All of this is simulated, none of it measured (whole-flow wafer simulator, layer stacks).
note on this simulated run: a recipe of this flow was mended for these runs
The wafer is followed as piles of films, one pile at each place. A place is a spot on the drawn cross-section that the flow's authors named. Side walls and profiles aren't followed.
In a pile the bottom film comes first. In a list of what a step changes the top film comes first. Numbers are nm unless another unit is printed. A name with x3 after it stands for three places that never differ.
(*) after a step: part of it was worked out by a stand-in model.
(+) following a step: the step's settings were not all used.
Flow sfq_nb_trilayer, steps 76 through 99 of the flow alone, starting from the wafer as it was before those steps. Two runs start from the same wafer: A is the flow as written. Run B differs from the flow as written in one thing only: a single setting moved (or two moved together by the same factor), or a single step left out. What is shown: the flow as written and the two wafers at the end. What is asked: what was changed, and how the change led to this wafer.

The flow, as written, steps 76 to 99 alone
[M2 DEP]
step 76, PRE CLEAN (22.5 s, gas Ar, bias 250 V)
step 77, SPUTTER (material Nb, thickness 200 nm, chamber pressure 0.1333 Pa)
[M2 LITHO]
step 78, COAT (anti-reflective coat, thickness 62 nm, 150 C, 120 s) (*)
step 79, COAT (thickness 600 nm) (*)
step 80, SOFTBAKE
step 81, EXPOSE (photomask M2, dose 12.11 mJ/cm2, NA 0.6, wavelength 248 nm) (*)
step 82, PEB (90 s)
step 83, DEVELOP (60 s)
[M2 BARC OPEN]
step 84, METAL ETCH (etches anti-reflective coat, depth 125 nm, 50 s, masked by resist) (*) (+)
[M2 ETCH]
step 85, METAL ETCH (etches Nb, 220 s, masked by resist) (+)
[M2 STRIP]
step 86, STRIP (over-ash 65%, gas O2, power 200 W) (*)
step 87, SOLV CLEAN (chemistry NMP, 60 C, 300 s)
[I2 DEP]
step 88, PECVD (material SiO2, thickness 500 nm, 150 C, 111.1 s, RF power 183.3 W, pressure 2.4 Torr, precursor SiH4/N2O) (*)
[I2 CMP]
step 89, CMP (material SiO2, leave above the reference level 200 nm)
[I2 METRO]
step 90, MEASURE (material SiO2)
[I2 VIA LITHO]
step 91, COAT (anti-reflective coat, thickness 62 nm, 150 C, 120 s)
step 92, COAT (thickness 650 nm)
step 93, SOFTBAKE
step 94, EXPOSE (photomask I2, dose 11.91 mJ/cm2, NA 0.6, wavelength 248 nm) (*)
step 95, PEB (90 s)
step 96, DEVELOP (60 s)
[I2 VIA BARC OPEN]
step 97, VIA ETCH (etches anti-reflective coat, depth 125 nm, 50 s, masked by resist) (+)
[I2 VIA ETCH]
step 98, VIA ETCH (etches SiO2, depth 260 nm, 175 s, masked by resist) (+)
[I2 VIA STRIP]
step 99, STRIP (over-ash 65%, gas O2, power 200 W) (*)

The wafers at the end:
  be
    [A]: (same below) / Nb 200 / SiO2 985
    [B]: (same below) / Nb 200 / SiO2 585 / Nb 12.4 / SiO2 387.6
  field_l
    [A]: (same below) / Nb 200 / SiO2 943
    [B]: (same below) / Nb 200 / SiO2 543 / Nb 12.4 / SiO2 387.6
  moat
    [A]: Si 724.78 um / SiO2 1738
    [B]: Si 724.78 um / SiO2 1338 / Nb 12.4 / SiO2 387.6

The reason: step 85, METAL ETCH: 172 s was run, though the flow has 220 s.

The path from the change to this, step by step:
  step 85, METAL ETCH (etches Nb, 220 s, masked by resist) (+)
      field_l, be, be_sur and 81 more: A Nb loses 200 (all of it), SiO2 loses 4 | B Nb loses 187.6
      v_sur, via_wl, via_w, via_wr, via_sp, via_v, wire, wl_j_sl x15: A KrF-resist-other-grade loses 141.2 | B KrF-resist-other-grade loses 110.4
  step 86, STRIP (over-ash 65%, gas O2, power 200 W) (*)
      wl_j_sl x15: A KrF-resist-other-grade loses 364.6 (all of it), anti-reflective coat loses 62 (all of it) | B KrF-resist-other-grade loses 395.4 (all of it), anti-reflective coat loses 62 (all of it)
      v_sur: A KrF-resist-other-grade loses 360.6 (all of it), anti-reflective coat loses 64.8 (all of it) | B KrF-resist-other-grade loses 391.4 (all of it), anti-reflective coat loses 64.8 (all of it)
      (as well as at 6 more places)
  step 88, PECVD (material SiO2, thickness 500 nm, 150 C, 111.1 s, RF power 183.3 W, pressure 2.4 Torr, precursor SiH4/N2O) (*)
      field_l, be, be_sur and 81 more: A SiO2 gains 500 | B SiO2 gains 500 (new film)
  step 89, CMP (material SiO2, leave above the reference level 200 nm)
      field_l, be, be_sur and 81 more: A SiO2 loses 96 | B SiO2 loses 112.4
With metal films that touch counted as one body, be has 2 bodies (between them, from the top down: SiO2 585); the flow as written gives 1 body.
With metal films that touch counted as one body, field_l has 3 bodies (between them, from the top down: SiO2 543; SiO2 55); the flow as written gives 2 bodies (between them, from the top down: SiO2 55).
With metal films that touch counted as one body, moat has 1 body; the flow as written gives 0 bodies.
